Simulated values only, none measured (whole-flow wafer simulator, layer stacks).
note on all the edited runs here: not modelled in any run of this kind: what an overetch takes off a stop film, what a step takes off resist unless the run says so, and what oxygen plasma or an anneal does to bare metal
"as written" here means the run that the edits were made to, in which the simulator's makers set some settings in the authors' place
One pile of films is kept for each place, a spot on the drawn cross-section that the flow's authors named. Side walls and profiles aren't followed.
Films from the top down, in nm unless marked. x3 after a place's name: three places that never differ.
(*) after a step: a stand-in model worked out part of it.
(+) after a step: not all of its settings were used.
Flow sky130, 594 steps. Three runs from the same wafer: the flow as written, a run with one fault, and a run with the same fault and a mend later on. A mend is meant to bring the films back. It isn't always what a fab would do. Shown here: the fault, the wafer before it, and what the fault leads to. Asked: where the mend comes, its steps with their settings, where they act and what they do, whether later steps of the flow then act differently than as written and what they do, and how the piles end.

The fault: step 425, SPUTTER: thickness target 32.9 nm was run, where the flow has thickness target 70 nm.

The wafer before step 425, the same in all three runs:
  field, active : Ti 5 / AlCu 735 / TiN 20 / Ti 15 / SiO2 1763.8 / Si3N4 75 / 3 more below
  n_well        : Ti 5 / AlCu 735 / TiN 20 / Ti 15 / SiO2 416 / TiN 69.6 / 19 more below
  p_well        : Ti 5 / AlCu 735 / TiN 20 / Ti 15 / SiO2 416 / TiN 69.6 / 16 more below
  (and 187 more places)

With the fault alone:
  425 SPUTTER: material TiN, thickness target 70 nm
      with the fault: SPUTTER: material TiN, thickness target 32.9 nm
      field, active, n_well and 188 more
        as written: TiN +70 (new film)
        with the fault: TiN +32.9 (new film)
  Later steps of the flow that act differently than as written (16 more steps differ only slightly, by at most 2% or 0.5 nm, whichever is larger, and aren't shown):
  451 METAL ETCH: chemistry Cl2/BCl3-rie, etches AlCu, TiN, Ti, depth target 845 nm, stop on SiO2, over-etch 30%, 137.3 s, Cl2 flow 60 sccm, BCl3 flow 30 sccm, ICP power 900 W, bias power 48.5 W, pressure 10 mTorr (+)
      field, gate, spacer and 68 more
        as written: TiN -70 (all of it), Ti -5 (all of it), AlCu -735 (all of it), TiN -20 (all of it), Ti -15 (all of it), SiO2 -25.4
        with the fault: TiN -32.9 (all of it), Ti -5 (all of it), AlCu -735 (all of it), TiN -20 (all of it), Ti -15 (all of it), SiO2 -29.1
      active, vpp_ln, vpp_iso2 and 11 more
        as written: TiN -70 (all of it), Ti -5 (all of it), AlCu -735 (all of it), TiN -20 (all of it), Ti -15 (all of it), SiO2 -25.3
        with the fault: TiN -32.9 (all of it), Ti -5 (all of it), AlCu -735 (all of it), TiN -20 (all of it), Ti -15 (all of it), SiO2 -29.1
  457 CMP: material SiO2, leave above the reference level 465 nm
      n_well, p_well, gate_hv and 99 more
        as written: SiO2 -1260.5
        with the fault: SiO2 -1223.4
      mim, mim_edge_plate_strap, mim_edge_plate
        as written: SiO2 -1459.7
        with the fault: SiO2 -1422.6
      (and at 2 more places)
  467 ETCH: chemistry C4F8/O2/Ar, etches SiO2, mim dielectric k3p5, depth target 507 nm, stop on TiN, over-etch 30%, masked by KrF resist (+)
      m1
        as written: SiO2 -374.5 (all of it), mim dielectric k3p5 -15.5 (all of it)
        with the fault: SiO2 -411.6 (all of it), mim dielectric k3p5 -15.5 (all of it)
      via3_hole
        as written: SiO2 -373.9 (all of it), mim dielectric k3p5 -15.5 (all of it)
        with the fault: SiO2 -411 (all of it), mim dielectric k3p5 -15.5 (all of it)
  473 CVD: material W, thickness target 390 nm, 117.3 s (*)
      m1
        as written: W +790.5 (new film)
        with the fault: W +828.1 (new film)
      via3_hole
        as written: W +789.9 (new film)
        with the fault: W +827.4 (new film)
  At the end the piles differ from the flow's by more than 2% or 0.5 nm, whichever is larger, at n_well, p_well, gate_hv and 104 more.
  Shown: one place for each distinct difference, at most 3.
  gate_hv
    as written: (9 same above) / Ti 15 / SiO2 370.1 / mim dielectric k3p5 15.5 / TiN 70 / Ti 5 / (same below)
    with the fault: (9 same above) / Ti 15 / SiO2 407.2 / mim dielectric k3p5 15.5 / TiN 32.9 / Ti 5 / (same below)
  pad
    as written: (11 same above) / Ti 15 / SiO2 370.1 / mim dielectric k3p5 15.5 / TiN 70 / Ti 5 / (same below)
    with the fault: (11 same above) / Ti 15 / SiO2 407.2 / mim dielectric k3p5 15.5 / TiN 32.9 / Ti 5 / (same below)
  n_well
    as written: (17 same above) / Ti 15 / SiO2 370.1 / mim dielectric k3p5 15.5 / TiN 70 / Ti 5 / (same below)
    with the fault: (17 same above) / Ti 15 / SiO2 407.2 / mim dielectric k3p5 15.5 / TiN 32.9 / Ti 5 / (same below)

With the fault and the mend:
  The mend comes after step 425.
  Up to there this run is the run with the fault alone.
  425a SPUTTER: material TiN, thickness target 37.1 nm (the flow's step 425 once more, with other settings)
      field, active, n_well and 188 more
        TiN +37.1
  No later step of the flow acts differently than as written at any place that is followed.
  At the end the piles are the same as the flow's at every place that both follow.
